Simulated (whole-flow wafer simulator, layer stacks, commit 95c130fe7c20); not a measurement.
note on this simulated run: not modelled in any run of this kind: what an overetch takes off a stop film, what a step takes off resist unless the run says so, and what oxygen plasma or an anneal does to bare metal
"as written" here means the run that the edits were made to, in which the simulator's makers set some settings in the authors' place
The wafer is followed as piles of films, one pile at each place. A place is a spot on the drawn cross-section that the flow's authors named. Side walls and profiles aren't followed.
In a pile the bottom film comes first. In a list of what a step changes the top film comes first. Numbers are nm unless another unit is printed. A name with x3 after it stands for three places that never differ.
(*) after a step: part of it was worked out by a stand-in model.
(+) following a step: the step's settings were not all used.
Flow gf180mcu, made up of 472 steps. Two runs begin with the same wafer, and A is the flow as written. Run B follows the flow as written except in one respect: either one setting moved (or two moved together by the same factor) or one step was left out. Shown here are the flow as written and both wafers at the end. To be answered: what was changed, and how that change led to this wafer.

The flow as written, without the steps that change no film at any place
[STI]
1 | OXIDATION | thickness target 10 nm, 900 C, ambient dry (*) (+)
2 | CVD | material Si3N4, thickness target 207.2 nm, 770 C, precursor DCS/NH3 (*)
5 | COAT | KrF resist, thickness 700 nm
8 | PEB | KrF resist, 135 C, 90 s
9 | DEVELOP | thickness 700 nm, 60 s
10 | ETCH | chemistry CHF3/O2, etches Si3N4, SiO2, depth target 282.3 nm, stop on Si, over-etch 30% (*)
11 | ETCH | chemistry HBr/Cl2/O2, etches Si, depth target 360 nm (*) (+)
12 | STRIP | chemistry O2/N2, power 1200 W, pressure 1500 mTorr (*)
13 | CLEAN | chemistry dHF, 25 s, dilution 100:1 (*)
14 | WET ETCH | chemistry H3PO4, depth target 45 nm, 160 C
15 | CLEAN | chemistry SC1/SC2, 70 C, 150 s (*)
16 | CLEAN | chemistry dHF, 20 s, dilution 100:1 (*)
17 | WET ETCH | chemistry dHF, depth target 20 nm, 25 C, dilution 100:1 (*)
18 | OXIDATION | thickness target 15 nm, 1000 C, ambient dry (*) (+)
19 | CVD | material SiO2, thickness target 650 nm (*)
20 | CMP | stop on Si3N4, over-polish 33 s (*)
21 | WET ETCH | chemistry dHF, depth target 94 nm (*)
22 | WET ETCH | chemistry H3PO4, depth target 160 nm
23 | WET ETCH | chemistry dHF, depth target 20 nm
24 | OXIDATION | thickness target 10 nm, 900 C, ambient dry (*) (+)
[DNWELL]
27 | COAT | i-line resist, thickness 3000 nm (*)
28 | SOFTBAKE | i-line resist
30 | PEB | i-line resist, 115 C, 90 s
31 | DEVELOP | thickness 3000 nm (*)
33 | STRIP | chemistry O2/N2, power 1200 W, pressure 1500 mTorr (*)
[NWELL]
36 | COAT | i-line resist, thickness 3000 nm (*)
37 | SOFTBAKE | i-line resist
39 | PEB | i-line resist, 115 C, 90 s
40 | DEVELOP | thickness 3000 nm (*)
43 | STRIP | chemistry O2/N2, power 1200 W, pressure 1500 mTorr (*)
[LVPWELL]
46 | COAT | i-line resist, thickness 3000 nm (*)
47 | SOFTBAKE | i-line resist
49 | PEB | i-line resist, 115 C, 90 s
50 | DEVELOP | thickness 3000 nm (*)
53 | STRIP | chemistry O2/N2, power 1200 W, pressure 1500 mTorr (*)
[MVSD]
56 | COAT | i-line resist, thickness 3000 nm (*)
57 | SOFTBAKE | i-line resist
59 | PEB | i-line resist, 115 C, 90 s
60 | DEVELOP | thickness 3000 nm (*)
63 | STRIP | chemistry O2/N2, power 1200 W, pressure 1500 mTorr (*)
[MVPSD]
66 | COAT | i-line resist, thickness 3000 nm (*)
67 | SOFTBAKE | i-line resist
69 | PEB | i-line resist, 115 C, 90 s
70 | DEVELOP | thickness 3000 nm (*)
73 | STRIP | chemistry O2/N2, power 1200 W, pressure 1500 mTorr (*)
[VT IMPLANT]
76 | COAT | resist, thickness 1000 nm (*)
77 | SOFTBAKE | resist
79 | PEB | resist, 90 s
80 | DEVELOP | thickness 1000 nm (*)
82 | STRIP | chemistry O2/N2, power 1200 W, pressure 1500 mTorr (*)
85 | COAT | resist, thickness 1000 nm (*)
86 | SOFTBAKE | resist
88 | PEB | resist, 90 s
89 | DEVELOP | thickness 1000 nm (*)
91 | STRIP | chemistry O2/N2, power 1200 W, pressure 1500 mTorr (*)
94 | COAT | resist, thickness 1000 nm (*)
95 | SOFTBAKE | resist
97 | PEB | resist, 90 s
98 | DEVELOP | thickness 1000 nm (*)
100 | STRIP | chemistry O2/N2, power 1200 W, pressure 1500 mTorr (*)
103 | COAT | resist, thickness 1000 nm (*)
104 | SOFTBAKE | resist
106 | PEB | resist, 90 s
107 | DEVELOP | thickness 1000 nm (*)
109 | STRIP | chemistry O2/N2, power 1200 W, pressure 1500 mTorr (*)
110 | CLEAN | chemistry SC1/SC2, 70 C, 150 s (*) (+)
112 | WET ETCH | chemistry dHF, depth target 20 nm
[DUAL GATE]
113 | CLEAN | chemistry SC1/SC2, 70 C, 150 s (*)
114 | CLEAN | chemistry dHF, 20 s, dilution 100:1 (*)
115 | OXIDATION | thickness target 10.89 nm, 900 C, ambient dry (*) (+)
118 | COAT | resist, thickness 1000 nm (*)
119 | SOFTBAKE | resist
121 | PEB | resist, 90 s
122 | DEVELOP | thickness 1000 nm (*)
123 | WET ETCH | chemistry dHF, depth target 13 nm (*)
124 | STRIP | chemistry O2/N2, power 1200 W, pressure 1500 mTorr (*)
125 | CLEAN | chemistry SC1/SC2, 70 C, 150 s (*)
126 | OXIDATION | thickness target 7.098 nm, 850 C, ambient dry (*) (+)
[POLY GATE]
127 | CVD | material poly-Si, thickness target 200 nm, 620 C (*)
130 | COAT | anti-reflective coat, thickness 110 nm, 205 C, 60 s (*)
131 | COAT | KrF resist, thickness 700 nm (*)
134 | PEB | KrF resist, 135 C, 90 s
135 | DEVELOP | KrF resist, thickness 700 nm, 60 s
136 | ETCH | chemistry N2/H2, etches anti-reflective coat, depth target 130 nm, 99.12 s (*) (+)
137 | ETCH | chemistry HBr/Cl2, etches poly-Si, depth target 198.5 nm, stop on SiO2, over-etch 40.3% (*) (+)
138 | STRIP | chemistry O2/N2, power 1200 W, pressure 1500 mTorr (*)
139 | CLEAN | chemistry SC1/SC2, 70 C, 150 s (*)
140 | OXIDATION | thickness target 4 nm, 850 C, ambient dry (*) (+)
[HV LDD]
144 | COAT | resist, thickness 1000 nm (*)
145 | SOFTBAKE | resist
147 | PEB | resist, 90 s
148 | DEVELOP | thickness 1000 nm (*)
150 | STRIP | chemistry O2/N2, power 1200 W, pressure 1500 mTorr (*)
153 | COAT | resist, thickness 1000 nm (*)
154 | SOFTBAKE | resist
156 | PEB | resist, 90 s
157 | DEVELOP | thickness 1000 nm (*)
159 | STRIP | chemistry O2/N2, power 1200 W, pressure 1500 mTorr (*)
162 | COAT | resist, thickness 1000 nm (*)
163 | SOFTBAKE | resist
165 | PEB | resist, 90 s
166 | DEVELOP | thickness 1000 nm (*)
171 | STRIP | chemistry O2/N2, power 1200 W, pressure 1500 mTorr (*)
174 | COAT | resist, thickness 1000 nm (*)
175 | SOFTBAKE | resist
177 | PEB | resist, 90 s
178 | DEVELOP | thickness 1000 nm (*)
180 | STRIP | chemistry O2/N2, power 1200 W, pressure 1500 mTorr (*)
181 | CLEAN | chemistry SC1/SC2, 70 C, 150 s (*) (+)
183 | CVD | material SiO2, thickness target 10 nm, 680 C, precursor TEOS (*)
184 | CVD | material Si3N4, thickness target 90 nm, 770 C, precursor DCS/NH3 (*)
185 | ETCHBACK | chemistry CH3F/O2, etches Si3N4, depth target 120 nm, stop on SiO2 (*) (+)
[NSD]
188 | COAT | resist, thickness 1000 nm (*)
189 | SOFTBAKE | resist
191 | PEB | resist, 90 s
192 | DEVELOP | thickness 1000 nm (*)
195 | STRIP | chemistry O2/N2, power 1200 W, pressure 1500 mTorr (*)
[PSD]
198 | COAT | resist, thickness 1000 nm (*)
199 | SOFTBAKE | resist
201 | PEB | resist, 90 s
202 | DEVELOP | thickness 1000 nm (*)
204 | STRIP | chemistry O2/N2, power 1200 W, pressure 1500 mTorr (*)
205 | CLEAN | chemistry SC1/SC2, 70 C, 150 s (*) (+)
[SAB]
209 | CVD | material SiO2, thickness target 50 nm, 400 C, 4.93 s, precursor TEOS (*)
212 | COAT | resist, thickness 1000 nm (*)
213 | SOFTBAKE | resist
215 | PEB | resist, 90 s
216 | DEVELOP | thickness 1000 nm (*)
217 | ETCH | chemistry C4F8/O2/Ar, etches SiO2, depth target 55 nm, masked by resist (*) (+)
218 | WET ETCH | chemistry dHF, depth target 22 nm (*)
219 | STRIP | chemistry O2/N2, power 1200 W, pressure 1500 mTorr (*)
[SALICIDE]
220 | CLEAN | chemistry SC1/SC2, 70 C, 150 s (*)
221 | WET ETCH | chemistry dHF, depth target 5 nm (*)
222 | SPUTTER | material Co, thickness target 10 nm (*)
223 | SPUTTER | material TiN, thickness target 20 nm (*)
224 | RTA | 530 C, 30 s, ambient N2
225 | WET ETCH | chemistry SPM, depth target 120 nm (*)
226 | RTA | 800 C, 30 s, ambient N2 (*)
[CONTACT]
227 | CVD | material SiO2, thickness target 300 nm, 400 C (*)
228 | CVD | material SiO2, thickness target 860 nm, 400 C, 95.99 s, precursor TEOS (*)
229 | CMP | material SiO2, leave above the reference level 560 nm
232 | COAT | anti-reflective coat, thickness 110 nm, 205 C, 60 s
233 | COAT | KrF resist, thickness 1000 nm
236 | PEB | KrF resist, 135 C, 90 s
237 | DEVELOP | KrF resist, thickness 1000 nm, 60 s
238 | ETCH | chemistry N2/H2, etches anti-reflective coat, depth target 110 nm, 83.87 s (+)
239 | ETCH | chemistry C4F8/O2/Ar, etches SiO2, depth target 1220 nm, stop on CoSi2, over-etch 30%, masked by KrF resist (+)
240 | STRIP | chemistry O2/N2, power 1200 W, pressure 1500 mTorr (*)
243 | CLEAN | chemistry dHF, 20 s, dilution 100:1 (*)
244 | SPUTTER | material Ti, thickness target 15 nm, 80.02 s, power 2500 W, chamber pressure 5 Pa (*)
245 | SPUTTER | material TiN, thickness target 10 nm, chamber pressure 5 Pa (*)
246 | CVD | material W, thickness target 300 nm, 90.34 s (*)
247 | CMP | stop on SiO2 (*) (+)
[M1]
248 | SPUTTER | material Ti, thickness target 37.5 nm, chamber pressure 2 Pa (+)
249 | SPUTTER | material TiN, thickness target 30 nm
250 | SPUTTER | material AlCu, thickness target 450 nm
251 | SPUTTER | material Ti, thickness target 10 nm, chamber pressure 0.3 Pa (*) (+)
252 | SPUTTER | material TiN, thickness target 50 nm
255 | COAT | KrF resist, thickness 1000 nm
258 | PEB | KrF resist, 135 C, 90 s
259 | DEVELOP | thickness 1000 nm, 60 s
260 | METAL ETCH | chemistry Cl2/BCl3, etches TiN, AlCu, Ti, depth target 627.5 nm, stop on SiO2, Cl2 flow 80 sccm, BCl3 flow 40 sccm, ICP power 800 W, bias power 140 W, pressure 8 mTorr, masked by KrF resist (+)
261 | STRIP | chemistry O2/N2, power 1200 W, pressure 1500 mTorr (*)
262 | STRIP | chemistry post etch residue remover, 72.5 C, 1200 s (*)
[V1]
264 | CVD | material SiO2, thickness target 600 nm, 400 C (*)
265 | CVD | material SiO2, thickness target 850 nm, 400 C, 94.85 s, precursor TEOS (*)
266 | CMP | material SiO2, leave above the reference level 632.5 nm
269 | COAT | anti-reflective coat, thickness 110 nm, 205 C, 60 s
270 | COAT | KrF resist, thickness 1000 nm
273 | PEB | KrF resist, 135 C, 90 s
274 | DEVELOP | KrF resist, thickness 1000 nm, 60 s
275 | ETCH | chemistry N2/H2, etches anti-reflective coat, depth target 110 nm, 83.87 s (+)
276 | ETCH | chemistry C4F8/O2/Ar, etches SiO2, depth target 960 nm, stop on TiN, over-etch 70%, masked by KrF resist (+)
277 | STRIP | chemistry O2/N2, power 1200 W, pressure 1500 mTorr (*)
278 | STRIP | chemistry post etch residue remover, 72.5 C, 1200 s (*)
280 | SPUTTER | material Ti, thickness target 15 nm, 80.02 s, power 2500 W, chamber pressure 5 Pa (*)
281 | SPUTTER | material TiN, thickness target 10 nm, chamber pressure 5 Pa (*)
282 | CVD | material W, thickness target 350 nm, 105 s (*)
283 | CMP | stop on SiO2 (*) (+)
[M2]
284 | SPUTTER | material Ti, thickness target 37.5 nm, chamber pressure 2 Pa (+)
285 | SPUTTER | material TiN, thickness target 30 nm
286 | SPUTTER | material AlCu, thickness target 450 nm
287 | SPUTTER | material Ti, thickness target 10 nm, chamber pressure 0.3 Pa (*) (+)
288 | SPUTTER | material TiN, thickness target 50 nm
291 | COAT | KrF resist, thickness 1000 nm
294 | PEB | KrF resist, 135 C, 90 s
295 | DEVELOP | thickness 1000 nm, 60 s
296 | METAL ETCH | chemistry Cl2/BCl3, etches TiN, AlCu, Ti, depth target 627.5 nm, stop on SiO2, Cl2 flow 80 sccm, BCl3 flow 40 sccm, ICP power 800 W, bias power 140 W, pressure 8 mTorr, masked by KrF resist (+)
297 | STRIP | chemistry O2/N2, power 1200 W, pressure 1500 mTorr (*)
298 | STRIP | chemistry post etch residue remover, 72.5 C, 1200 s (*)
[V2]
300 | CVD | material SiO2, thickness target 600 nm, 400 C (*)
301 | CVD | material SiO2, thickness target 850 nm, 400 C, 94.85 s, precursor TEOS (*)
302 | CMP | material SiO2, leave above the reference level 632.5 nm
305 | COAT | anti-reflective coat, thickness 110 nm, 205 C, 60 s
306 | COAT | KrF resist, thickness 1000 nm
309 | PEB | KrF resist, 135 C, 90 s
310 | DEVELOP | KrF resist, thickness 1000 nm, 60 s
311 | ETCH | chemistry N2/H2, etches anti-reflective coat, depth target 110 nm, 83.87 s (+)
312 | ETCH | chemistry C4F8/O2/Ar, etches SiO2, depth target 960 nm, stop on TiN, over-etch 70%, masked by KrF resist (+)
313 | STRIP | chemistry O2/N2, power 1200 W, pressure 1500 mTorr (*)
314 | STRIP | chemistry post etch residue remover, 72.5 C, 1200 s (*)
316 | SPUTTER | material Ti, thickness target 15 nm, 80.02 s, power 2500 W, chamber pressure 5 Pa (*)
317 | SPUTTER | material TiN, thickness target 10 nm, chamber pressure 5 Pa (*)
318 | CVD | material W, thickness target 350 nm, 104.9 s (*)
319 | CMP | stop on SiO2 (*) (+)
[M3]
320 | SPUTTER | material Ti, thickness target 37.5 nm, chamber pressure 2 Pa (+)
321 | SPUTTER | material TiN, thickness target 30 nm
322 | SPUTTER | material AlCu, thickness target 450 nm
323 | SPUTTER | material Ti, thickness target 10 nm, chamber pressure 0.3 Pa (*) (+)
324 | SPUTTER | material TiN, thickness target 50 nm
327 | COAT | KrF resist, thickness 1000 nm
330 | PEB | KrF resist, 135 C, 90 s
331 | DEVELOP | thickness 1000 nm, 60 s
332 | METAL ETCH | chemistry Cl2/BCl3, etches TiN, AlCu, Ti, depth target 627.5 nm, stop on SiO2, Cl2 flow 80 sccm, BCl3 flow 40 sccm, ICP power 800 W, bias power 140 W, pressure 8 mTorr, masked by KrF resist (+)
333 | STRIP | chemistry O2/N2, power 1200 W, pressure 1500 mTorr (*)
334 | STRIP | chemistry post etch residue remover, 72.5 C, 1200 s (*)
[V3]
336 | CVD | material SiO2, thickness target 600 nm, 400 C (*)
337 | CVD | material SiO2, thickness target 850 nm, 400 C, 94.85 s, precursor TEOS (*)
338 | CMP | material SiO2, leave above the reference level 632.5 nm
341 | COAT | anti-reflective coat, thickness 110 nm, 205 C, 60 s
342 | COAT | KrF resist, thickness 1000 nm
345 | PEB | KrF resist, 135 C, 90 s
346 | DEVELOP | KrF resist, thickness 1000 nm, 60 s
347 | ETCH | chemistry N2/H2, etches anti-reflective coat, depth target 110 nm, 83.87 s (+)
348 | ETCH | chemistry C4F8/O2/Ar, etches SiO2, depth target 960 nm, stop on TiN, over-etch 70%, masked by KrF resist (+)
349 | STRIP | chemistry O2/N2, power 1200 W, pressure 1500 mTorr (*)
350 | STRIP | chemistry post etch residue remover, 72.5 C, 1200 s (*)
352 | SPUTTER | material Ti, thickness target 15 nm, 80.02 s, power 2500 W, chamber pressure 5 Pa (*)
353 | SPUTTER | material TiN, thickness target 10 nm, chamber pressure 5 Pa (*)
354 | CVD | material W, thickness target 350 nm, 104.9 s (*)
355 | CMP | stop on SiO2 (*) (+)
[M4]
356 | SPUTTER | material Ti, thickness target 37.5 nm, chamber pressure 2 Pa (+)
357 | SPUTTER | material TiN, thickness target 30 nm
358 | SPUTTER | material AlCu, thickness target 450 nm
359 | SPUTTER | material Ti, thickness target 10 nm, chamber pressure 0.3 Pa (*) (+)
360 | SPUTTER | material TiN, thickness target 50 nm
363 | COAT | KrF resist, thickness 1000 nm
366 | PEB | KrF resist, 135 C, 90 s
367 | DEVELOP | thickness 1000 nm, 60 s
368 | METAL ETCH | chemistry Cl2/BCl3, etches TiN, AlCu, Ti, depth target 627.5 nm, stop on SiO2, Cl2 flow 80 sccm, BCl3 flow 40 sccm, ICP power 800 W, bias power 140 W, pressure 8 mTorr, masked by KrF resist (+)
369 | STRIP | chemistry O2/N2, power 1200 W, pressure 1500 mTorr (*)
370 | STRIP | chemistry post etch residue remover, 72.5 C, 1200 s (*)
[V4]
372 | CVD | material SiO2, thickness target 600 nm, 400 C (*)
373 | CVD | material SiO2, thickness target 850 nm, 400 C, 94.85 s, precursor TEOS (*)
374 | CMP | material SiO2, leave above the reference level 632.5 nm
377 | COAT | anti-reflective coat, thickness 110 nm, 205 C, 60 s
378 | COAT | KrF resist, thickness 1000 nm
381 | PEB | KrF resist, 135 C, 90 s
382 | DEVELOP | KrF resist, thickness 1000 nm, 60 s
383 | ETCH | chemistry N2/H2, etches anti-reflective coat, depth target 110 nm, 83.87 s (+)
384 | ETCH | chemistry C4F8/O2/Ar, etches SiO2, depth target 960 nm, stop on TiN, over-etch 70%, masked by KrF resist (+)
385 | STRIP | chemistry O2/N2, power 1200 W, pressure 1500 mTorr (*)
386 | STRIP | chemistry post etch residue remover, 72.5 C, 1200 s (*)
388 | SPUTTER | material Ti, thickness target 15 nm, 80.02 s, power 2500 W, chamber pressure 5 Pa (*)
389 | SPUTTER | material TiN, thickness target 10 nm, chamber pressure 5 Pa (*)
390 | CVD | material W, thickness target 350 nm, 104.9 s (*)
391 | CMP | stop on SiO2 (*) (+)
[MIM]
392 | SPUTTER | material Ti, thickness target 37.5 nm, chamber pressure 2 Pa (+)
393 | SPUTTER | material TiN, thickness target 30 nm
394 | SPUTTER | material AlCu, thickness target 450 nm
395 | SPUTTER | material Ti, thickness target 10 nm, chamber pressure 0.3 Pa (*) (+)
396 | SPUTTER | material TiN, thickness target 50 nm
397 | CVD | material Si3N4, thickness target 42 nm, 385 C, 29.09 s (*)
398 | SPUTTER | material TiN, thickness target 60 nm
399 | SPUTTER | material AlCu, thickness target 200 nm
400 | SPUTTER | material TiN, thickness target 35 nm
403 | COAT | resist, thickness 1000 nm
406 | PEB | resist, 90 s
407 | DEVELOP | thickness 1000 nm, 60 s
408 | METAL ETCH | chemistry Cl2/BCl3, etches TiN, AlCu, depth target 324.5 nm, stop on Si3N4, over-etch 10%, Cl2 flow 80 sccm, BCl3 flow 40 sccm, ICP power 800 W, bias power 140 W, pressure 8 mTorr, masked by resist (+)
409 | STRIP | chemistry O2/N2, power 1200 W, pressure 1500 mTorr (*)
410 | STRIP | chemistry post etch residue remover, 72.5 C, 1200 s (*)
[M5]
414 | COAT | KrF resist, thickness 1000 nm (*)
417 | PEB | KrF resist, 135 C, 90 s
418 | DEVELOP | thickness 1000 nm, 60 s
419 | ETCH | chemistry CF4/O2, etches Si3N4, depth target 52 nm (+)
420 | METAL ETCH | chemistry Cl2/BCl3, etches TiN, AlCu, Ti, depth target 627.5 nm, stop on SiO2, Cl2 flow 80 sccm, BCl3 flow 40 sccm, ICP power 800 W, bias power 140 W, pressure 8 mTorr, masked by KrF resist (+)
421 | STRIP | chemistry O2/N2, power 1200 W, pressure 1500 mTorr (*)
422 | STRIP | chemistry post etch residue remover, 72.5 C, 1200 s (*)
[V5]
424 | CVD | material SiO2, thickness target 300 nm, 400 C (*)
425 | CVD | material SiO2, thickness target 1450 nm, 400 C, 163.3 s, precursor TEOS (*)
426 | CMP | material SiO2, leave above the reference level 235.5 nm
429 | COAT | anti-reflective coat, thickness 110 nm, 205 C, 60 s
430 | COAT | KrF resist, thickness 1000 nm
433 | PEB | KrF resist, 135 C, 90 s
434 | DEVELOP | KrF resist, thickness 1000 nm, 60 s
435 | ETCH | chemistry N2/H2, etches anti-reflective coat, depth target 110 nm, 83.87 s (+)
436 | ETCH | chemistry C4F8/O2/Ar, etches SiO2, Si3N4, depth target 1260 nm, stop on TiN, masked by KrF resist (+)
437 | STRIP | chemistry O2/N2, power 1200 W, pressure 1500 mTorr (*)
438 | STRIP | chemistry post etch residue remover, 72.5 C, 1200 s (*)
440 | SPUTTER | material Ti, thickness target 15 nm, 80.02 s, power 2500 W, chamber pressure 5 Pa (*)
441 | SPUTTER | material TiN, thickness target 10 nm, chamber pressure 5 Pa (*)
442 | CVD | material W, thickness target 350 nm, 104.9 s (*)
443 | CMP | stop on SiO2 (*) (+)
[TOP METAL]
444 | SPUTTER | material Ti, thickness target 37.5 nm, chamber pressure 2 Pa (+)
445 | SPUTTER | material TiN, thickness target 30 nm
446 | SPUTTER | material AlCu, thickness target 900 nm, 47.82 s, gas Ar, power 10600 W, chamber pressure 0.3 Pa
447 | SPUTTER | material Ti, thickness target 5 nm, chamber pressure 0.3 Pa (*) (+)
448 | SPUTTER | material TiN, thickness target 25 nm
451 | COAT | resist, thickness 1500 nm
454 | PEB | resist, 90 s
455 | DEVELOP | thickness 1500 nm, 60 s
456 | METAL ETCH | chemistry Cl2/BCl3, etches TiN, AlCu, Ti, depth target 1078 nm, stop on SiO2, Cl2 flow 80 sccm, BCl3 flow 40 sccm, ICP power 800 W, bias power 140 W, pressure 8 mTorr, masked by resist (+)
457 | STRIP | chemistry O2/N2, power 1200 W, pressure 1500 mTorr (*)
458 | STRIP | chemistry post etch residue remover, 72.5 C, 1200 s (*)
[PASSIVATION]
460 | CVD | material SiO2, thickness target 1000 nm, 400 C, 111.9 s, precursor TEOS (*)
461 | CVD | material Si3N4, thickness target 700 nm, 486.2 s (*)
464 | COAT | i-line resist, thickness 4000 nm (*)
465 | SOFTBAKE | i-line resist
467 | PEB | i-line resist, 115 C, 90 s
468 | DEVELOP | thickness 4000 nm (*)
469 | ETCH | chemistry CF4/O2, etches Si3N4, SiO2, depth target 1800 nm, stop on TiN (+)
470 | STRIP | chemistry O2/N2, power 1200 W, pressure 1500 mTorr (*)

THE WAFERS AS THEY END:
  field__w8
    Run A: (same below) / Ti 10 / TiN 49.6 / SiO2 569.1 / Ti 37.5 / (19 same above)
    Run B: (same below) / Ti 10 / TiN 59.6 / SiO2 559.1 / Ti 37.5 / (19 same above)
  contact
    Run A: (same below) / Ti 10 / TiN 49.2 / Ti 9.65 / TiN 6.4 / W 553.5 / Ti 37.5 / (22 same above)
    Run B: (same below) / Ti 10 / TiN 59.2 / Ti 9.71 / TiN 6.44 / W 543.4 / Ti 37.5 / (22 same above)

Cause: step 324, SPUTTER: thickness target 60 nm was run, whereas the flow has thickness target 50 nm.

The path from the change to this, step by step:
  324 | SPUTTER | material TiN, thickness target 50 nm
      field, field__w1, field__w2 and 108 more: A TiN gains 50 (new film) | B TiN gains 60 (new film)
  332 | METAL ETCH | chemistry Cl2/BCl3, etches TiN, AlCu, Ti, depth target 627.5 nm, stop on SiO2, Cl2 flow 80 sccm, BCl3 flow 40 sccm, ICP power 800 W, bias power 140 W, pressure 8 mTorr, masked by KrF resist (+)
      field, field__w1, field__w2 and 103 more: A TiN loses 50 (all of it), Ti loses 10 (all of it), AlCu loses 450 (all of it), TiN loses 30 (all of it), Ti loses 37.5 (all of it) | B TiN loses 60 (all of it), Ti loses 10 (all of it), AlCu loses 450 (all of it), TiN loses 30 (all of it), Ti loses 37.5 (all of it)
